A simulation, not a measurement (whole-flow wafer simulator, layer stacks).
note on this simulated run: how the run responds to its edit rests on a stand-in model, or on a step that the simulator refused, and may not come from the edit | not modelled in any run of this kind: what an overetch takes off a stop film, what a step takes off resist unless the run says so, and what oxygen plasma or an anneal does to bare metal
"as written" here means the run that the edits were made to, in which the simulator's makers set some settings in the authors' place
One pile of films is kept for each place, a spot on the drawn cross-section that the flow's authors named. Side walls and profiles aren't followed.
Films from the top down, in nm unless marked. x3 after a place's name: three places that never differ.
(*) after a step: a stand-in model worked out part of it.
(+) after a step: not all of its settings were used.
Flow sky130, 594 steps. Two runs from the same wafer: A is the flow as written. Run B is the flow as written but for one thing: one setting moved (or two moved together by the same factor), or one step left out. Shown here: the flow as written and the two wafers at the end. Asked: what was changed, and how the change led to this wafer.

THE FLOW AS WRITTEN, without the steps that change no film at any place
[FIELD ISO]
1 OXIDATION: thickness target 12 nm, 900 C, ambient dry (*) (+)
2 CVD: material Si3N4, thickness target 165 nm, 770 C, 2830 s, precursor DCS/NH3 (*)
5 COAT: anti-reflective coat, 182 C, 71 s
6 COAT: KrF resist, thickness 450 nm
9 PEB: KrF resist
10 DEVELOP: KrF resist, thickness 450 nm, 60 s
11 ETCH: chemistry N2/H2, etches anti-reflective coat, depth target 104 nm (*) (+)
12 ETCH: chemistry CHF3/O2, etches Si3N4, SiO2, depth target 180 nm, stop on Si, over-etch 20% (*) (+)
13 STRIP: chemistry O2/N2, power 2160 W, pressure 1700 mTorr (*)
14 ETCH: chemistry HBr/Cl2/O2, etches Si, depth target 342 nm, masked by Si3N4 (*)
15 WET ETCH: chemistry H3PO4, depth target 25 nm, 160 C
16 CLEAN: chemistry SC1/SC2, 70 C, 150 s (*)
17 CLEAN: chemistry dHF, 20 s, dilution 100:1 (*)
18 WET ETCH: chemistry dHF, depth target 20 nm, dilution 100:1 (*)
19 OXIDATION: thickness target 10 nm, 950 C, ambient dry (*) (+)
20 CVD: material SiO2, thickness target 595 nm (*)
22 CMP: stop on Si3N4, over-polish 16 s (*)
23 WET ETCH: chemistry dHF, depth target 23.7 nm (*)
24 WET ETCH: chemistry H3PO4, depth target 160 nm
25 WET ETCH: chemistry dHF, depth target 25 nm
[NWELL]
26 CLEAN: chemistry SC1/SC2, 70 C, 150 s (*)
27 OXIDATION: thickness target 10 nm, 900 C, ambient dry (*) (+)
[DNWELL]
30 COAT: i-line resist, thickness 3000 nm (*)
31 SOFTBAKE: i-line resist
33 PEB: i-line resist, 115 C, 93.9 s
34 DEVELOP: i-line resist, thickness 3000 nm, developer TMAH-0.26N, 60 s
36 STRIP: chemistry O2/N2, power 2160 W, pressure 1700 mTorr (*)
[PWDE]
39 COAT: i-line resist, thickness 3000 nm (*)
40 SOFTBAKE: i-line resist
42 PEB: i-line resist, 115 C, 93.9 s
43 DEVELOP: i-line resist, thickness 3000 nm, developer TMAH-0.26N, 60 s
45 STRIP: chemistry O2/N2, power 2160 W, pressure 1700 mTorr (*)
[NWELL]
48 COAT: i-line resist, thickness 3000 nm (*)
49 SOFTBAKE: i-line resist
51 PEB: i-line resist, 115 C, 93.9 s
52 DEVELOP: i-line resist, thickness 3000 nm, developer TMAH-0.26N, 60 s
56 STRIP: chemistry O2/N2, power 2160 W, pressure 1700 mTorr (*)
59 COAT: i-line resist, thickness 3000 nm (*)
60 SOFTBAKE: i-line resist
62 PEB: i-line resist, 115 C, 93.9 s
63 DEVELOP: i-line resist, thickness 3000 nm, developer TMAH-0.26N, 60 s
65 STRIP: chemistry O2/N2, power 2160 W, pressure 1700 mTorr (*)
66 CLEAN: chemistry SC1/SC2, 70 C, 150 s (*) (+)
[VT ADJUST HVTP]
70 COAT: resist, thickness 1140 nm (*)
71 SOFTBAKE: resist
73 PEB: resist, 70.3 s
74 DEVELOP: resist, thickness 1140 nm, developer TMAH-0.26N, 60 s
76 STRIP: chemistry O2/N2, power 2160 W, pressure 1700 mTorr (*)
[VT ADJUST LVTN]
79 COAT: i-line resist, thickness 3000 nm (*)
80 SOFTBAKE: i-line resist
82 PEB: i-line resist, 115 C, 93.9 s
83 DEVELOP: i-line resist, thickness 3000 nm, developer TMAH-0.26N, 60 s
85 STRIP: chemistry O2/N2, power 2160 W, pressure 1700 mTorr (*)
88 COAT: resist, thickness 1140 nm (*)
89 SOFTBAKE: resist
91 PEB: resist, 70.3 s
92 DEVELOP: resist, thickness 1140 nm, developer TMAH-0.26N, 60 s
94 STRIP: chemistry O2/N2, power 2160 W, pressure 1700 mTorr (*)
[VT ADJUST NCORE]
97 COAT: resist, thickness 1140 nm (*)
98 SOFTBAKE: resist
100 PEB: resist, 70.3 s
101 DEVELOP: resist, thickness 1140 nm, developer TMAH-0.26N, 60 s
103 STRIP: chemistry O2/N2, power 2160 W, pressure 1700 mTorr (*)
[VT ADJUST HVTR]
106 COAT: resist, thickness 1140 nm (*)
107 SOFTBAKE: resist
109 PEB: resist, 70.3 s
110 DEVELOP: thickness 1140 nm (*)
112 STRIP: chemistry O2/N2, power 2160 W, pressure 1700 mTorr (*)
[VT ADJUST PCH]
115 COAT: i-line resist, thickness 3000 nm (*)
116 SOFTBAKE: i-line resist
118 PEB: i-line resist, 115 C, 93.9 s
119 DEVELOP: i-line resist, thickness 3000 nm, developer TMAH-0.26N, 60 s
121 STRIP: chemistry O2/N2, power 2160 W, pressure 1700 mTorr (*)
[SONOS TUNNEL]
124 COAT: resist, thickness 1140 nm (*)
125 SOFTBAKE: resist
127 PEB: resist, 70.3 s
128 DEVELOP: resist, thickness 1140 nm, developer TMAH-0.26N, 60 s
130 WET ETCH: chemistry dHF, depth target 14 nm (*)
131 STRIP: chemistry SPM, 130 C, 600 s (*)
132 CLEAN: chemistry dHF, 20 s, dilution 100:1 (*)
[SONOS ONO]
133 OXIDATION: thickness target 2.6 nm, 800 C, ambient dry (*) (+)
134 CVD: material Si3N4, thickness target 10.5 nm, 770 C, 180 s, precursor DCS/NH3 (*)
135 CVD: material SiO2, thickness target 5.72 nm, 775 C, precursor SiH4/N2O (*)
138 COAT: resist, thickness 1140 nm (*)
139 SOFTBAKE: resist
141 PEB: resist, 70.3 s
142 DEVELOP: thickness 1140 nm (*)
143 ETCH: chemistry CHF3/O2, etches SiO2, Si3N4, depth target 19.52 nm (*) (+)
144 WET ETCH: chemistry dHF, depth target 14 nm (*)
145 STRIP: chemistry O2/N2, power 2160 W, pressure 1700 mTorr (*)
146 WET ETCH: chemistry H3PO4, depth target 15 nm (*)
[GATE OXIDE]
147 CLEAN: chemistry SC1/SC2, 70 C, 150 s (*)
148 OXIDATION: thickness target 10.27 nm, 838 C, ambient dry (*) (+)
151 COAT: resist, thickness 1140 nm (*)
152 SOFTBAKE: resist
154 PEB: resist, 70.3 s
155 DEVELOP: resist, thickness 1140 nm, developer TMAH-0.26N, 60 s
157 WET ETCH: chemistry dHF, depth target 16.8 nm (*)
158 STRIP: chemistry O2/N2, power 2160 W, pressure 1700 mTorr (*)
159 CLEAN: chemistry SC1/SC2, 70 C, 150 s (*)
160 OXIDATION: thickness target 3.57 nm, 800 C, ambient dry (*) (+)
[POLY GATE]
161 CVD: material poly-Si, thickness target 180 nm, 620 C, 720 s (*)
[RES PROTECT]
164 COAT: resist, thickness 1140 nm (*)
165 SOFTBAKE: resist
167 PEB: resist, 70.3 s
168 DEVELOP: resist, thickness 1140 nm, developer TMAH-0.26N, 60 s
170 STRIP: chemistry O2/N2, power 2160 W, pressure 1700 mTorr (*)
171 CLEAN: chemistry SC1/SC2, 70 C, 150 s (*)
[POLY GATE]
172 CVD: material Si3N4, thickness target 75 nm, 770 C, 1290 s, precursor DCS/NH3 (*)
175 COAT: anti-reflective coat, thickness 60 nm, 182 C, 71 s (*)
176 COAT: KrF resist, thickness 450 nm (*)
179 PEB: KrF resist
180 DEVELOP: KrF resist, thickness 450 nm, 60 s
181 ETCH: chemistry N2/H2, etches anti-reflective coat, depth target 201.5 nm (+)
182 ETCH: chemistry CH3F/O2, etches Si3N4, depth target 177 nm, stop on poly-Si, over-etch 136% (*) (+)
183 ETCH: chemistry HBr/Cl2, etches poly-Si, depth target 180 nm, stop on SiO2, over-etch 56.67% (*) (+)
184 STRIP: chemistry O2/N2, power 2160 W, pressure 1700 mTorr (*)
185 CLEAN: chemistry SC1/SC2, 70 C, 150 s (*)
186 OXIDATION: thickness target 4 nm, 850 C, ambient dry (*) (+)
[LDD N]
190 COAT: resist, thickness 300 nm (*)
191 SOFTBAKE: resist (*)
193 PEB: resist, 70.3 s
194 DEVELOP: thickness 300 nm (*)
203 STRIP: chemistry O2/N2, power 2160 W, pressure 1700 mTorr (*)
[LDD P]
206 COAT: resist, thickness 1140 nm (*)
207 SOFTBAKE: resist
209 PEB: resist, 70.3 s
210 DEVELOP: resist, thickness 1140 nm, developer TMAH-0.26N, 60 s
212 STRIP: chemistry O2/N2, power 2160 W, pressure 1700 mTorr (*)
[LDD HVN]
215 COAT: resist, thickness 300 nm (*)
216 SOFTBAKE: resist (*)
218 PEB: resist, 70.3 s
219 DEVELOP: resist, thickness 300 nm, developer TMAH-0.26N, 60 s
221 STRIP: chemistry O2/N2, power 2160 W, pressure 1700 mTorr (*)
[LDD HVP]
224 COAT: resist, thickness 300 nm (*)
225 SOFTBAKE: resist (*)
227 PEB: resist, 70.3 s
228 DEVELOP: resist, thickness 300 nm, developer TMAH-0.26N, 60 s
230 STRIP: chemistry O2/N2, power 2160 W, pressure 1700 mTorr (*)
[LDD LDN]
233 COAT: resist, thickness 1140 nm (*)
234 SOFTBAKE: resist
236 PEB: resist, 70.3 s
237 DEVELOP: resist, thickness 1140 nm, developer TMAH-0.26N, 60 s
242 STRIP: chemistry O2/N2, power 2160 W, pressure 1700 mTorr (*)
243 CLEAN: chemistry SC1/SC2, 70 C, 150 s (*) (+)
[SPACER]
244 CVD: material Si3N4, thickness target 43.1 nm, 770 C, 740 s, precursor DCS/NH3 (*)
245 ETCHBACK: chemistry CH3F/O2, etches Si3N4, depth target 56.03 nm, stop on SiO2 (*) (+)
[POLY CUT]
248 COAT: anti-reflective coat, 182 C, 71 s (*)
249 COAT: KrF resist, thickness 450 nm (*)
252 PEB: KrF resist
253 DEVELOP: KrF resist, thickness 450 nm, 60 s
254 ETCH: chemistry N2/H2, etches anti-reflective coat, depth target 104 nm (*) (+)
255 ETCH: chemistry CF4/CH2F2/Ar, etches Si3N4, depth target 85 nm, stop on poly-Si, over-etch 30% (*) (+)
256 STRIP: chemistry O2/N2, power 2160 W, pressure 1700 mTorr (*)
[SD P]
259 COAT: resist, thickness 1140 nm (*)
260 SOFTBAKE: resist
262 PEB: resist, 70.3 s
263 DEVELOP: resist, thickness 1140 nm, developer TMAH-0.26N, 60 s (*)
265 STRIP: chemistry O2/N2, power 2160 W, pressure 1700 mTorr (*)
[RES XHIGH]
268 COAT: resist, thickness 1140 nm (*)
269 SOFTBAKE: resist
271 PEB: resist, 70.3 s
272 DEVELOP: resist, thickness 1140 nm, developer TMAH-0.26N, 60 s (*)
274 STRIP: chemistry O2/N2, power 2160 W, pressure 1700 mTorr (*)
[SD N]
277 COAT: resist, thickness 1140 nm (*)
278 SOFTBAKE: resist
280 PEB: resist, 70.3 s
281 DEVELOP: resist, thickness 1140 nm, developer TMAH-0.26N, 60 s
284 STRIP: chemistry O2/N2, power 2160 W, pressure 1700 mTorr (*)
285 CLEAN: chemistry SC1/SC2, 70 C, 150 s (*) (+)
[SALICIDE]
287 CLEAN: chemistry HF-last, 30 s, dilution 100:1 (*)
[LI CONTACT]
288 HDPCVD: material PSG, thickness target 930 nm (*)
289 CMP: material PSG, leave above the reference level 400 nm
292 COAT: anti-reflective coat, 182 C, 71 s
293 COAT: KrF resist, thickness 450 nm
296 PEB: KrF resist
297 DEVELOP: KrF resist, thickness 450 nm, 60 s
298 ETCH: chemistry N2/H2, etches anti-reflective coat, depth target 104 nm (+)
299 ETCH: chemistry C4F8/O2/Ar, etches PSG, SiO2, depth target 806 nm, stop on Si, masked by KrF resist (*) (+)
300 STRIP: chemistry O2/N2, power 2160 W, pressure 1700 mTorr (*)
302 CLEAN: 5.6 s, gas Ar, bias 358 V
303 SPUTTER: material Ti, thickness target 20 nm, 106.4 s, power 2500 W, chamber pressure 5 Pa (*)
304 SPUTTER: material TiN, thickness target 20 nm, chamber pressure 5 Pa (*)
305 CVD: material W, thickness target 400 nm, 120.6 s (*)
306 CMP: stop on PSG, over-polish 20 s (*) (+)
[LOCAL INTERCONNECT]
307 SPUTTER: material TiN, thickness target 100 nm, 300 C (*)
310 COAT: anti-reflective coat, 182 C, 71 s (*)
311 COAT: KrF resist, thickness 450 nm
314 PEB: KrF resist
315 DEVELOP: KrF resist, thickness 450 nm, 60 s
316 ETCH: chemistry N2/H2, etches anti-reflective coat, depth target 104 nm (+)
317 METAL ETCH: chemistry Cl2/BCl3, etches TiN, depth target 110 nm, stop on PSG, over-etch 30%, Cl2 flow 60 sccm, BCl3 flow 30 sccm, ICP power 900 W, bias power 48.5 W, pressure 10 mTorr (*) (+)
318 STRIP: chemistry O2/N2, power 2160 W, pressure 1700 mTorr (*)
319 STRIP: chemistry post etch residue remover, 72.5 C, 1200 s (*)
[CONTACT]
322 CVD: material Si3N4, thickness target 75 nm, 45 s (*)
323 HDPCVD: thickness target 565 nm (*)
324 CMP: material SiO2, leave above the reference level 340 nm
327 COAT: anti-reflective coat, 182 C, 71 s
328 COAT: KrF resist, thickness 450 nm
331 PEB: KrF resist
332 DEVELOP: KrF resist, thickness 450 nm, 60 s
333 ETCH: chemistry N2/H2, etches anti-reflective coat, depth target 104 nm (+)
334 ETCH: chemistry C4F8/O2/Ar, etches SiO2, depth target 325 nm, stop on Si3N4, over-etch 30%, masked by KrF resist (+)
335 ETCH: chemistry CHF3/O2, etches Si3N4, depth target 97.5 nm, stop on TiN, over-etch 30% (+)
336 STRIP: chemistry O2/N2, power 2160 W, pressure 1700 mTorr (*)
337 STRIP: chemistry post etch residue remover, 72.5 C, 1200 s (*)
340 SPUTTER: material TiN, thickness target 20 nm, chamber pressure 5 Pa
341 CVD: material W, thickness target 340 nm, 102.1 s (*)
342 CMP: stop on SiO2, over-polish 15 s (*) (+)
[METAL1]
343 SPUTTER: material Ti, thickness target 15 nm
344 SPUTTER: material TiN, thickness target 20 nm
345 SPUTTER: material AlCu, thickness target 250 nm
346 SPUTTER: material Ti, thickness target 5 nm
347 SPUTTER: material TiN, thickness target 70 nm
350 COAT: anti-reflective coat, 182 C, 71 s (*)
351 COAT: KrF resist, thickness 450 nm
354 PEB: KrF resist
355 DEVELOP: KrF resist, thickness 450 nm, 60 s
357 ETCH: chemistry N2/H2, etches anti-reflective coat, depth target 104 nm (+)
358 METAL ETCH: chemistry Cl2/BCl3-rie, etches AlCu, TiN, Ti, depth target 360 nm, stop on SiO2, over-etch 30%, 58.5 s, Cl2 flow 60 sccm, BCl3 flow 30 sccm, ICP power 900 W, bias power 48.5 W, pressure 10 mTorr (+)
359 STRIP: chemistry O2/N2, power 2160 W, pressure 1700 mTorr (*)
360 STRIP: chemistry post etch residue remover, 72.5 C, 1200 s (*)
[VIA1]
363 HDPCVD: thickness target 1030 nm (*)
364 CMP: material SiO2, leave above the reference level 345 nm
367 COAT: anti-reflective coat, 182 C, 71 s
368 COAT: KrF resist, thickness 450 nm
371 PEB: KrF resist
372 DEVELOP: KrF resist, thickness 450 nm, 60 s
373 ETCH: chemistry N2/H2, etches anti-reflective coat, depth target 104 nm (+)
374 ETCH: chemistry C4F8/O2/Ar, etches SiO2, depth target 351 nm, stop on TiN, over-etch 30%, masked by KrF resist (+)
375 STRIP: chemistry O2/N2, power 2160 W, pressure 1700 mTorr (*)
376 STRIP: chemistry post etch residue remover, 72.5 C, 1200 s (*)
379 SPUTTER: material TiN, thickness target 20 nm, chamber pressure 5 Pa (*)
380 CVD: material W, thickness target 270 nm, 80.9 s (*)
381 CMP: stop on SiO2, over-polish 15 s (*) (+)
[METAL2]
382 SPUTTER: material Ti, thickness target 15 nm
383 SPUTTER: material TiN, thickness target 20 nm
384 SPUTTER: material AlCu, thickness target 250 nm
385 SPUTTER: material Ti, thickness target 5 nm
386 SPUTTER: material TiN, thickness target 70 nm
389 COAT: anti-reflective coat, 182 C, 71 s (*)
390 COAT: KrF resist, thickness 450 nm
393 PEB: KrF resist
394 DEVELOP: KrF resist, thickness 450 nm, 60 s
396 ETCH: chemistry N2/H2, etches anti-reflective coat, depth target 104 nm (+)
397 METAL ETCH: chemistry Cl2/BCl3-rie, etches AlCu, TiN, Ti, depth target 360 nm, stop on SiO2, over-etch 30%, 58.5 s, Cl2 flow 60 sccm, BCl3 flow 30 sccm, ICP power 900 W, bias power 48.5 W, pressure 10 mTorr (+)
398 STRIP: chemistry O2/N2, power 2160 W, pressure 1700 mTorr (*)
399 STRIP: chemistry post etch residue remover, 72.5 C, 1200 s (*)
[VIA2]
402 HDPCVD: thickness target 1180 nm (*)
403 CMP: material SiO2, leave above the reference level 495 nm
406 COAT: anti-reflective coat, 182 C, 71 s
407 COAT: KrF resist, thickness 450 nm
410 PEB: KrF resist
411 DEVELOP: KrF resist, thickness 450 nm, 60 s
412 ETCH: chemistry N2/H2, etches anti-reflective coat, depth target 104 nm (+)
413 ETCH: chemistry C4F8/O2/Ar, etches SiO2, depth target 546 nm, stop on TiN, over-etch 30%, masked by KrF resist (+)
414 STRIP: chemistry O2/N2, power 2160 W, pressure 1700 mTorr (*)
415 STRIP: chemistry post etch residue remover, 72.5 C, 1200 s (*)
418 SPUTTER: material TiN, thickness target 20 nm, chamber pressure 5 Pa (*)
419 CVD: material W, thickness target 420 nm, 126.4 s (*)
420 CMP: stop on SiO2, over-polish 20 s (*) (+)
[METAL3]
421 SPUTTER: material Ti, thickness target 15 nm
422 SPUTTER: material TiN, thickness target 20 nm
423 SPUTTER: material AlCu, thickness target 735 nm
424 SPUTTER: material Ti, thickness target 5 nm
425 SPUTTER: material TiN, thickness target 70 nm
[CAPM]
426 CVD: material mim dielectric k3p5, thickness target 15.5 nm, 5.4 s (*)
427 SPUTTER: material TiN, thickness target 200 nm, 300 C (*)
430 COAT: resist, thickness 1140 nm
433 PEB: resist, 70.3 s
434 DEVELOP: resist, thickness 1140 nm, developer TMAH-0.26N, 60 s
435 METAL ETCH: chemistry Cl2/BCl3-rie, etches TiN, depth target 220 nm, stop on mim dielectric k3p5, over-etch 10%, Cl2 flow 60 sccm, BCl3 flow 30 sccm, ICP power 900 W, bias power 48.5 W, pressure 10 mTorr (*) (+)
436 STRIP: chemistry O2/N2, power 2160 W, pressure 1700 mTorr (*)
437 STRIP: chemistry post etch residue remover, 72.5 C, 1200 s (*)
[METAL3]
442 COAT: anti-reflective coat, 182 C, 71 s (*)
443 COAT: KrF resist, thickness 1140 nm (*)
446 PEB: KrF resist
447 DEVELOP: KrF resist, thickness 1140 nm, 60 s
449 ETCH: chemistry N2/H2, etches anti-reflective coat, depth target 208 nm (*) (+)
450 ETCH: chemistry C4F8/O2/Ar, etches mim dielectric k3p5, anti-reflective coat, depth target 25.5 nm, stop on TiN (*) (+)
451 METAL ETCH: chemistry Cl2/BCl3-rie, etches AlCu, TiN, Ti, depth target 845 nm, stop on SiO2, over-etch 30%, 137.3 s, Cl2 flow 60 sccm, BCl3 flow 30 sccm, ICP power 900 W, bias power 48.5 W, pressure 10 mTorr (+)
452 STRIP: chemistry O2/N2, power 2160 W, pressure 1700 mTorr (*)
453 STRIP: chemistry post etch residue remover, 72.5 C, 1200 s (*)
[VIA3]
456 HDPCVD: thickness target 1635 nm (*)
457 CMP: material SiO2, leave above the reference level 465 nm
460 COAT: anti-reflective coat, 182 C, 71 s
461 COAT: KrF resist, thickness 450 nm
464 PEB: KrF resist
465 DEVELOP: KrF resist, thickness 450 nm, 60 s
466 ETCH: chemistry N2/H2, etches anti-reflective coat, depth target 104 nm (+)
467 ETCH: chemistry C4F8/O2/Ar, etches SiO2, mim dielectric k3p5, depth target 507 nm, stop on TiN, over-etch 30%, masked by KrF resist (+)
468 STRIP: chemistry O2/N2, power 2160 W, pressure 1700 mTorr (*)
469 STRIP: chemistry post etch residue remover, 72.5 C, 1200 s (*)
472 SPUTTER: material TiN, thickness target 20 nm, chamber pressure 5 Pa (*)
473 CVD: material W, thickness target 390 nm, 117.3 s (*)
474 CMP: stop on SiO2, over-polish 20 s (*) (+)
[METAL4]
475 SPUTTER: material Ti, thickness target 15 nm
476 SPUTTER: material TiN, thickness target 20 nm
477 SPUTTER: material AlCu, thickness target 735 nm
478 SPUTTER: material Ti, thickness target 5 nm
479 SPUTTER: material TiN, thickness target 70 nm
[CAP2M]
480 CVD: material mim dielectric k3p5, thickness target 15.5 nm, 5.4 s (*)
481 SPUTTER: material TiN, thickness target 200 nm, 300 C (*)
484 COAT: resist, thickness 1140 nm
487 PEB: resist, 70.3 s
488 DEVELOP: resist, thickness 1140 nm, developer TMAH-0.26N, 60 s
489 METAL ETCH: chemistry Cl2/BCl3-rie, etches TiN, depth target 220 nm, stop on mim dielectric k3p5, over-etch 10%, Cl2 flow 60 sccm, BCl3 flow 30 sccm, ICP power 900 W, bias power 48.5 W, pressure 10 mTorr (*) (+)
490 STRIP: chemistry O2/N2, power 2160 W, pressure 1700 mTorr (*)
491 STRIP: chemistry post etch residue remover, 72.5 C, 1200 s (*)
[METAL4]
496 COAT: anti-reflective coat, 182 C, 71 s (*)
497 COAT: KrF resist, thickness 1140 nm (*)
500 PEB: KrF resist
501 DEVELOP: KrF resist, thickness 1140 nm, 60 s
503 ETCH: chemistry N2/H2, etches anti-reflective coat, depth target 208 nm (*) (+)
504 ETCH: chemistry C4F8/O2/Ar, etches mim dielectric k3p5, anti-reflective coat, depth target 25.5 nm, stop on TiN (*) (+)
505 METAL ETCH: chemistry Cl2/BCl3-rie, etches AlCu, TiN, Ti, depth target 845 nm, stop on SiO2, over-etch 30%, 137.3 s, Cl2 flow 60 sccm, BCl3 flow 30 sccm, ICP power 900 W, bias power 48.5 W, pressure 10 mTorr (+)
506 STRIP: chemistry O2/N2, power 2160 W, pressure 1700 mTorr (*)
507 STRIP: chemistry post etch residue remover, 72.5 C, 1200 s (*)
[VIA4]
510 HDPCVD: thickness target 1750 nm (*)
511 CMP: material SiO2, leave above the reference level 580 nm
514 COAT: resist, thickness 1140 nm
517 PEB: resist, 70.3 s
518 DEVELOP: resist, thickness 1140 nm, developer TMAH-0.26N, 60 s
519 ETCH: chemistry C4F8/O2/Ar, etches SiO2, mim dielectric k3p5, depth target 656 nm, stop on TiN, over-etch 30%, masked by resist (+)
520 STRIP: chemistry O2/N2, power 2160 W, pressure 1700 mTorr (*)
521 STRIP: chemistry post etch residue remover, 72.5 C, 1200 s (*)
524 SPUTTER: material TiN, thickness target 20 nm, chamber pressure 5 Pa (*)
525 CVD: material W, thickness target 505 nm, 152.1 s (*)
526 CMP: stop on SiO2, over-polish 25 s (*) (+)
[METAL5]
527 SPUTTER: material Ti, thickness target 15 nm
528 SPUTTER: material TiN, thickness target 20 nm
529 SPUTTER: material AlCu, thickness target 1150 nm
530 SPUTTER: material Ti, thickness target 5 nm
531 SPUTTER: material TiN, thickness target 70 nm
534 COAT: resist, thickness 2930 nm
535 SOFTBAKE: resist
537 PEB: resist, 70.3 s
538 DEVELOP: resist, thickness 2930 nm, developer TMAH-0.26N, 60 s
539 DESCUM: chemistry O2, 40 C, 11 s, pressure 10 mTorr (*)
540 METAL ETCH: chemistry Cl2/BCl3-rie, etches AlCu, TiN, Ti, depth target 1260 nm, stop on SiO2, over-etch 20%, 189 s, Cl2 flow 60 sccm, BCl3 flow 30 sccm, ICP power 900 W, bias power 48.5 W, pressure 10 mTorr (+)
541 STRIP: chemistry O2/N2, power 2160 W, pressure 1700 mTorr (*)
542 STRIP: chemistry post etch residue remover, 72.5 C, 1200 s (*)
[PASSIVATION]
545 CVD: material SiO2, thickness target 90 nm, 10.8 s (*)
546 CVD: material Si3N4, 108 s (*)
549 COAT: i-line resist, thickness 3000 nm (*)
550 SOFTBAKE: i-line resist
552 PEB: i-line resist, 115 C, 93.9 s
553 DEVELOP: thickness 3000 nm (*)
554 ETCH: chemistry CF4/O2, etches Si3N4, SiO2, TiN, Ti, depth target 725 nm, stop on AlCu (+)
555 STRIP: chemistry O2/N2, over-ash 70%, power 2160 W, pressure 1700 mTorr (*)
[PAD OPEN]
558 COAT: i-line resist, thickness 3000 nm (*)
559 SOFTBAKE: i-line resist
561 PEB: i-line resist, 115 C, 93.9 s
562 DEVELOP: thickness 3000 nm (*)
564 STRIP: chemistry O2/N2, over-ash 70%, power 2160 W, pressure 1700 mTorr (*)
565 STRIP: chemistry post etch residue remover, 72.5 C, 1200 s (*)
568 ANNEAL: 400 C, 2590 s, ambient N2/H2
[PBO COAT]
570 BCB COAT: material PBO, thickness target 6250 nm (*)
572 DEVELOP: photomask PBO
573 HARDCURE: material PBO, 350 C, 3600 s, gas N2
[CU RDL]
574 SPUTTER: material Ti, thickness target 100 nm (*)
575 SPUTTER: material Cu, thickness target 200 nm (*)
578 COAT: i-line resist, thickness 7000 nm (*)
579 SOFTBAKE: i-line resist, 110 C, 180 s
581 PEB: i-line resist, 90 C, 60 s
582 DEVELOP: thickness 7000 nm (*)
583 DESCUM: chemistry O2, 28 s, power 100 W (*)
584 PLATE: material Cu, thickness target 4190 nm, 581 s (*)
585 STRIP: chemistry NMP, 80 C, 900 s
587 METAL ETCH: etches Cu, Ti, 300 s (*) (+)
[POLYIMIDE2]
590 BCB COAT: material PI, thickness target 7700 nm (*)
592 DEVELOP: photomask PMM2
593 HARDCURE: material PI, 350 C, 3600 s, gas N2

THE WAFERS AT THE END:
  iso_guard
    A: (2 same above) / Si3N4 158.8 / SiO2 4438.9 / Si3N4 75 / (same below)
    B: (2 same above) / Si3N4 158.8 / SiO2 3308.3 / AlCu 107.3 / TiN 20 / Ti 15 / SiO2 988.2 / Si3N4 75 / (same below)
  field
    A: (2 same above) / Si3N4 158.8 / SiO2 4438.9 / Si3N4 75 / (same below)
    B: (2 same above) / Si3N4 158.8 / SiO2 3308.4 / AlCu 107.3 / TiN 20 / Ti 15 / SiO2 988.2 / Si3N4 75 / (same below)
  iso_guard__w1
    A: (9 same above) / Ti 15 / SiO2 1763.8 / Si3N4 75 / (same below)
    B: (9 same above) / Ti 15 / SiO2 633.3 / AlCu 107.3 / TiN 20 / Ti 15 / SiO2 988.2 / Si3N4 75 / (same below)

The cause: step 397, METAL ETCH: depth target 162 nm was run, where the flow has depth target 360 nm; step 397, METAL ETCH: 26.3 s was run, where the flow has 58.5 s.

How the change led to this, step by step:
  397 METAL ETCH: chemistry Cl2/BCl3-rie, etches AlCu, TiN, Ti, depth target 360 nm, stop on SiO2, over-etch 30%, 58.5 s, Cl2 flow 60 sccm, BCl3 flow 30 sccm, ICP power 900 W, bias power 48.5 W, pressure 10 mTorr (+)
      field, active, gate and 82 more: A TiN -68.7 (all of it), Ti -5 (all of it), AlCu -250 (all of it), TiN -20 (all of it), Ti -15 (all of it), SiO2 -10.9 | B TiN -68.7 (all of it), Ti -5 (all of it), AlCu -136.9
      n_well, p_well, gate_hv and 103 more: A KrF resist -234 | B KrF resist -105.3
  398 STRIP: chemistry O2/N2, power 2160 W, pressure 1700 mTorr (*)
      n_well, p_well, gate_hv and 101 more: A KrF resist -143.8 (all of it), anti-reflective coat -80 (all of it) | B KrF resist -272.5 (all of it), anti-reflective coat -80 (all of it)
      m1, via1_hole: A KrF resist -143.9 (all of it), anti-reflective coat -80.4 (all of it) | B KrF resist -272.6 (all of it), anti-reflective coat -80.4 (all of it)
  399 STRIP: chemistry post etch residue remover, 72.5 C, 1200 s (*)
      field, active, gate and 82 more: A nothing | B AlCu -5.72
  402 HDPCVD: thickness target 1180 nm (*)
      field, active, gate and 82 more: A SiO2 +1180 | B SiO2 +1180 (new film)
  403 CMP: material SiO2, leave above the reference level 495 nm
      field, active, gate and 82 more: A SiO2 -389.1 | B SiO2 -542.3
Counting metal films that touch as one body, iso_guard has 1 body; the flow as written gives 0 bodies.
Counting metal films that touch as one body, field has 1 body; the flow as written gives 0 bodies.
Counting metal films that touch as one body, iso_guard__w1 has 2 bodies (between them, from the top down: SiO2 633.3); the flow as written gives 1 body.
